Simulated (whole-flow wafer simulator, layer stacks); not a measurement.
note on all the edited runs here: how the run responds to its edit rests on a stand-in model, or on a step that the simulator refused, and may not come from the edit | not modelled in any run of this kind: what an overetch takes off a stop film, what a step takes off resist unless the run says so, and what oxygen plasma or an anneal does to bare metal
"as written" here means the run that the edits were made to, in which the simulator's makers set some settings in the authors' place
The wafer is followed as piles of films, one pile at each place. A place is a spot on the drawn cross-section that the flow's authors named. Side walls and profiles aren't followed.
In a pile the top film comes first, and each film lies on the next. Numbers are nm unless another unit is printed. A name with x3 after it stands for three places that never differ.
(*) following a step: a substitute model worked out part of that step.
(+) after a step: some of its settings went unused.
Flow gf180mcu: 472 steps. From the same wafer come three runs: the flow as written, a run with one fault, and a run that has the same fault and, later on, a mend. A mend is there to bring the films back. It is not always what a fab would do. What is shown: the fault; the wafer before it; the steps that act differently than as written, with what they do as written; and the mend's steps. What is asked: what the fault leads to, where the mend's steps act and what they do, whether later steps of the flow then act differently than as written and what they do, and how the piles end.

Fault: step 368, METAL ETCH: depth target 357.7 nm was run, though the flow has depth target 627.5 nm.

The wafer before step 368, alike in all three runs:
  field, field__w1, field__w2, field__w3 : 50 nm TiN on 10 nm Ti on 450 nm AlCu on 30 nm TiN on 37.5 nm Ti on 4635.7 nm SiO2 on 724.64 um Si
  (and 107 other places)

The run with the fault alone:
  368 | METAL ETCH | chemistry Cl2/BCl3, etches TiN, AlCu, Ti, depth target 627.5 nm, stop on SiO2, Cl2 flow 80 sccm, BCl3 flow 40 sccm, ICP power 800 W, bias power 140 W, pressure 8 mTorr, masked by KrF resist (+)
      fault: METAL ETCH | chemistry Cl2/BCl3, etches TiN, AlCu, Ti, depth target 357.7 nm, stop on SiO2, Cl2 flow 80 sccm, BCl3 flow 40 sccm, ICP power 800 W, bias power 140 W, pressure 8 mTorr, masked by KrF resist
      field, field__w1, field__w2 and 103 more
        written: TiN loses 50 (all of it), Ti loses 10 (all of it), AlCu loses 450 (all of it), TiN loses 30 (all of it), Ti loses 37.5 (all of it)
        fault: TiN loses 50 (all of it), Ti loses 10 (all of it), AlCu loses 297.7
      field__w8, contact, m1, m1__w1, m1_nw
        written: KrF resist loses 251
        fault: KrF resist loses 143.1
  Later steps of the flow acting differently than as written:
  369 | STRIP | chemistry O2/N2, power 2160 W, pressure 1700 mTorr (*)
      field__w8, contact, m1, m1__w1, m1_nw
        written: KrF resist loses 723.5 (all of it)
        fault: KrF resist loses 831.4 (all of it)
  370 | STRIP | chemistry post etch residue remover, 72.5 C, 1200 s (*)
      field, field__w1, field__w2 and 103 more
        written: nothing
        fault: AlCu loses 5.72
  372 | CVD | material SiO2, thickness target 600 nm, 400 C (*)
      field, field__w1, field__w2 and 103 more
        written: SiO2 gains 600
        fault: SiO2 gains 600 (new film)
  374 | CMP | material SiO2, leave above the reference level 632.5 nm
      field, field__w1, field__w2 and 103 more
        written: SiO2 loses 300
        fault: SiO2 loses 514.1
  At field, field__w1, field__w2 and 104 more, the piles at the end differ from the flow's by more than 2% or 0.5 nm, whichever is larger.
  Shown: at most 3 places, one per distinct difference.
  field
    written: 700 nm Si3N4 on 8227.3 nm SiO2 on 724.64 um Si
    fault: 700 nm Si3N4 on 3377.5 nm SiO2 on 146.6 nm AlCu on 30 nm TiN on 37.5 nm Ti on 4635.7 nm SiO2 on 724.64 um Si
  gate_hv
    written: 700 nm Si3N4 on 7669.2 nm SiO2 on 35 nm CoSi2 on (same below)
    fault: 700 nm Si3N4 on 3377.5 nm SiO2 on 146.6 nm AlCu on 30 nm TiN on 37.5 nm Ti on 4077.6 nm SiO2 on 35 nm CoSi2 on (same below)
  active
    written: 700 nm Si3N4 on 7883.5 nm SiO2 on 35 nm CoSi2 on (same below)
    fault: 700 nm Si3N4 on 3377.5 nm SiO2 on 146.6 nm AlCu on 30 nm TiN on 37.5 nm Ti on 4291.9 nm SiO2 on 35 nm CoSi2 on (same below)

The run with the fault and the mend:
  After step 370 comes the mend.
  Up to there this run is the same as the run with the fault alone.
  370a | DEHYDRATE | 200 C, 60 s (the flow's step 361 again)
      leaves every film unchanged at each place that is followed
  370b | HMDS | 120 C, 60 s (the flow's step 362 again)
      leaves every film unchanged at each place that is followed
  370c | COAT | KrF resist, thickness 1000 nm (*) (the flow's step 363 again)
      iso_ptap_pw, iso_ntap_nw, iso_nw_fld and 33 more
        KrF resist gains 1000 (new film)
      field__w5, field__w9, field_sub and 12 more
        KrF resist gains 1002.4 (new film)
      field_sub__w2, field_sub__w4, gate and 11 more
        KrF resist gains 1002.3 (new film)
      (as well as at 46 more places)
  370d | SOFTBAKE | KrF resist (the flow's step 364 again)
      leaves every film unchanged at each place that is followed
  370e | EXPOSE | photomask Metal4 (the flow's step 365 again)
      leaves every film unchanged at each place that is followed
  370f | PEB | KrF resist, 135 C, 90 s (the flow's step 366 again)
      field__w1, field__w2, field__w3 and 58 more
        KrF resist loses 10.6
      iso_ptap_pw, iso_ntap_nw, iso_nw_fld and 33 more
        KrF resist loses 10.5
      sd_p, gate_p, nw_sep_fld, polyc_n
        KrF resist loses 10.7
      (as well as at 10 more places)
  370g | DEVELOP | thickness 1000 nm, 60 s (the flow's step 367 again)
      iso_ptap_pw, iso_ntap_nw, iso_nw_fld and 33 more
        KrF resist loses 989.5 (all of it)
      field_sub__w2, field_sub__w4, active and 12 more
        KrF resist loses 991.7 (all of it)
      field__w5, field__w9, field_sub__w1 and 6 more
        KrF resist loses 991.8 (all of it)
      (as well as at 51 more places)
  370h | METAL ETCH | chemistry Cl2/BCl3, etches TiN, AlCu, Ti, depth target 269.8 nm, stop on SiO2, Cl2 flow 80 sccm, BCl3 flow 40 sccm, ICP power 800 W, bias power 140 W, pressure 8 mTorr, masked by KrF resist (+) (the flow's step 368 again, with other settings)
      field, field__w1, field__w2 and 103 more
        AlCu loses 146.6 (all of it), TiN loses 30 (all of it), Ti loses 37.5 (all of it)
      field__w8, contact, m1, m1__w1, m1_nw
        KrF resist loses 107.9
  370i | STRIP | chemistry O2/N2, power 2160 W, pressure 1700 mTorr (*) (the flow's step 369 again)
      field__w8
        KrF resist loses 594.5 (all of it)
      contact
        KrF resist loses 592.6 (all of it)
      m1
        KrF resist loses 594.6 (all of it)
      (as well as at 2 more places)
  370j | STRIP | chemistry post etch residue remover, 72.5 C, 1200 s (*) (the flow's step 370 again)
      field__w8, contact, m1, m1__w1, m1_nw
        TiN loses 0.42
  Every later step of the flow that is run acts as written, at every place that is followed, to within 2% or 0.5 nm, whichever is larger.
  At the end the piles are close to the flow's at the places that both follow, differing by at most 2% or 0.5 nm, whichever is larger.
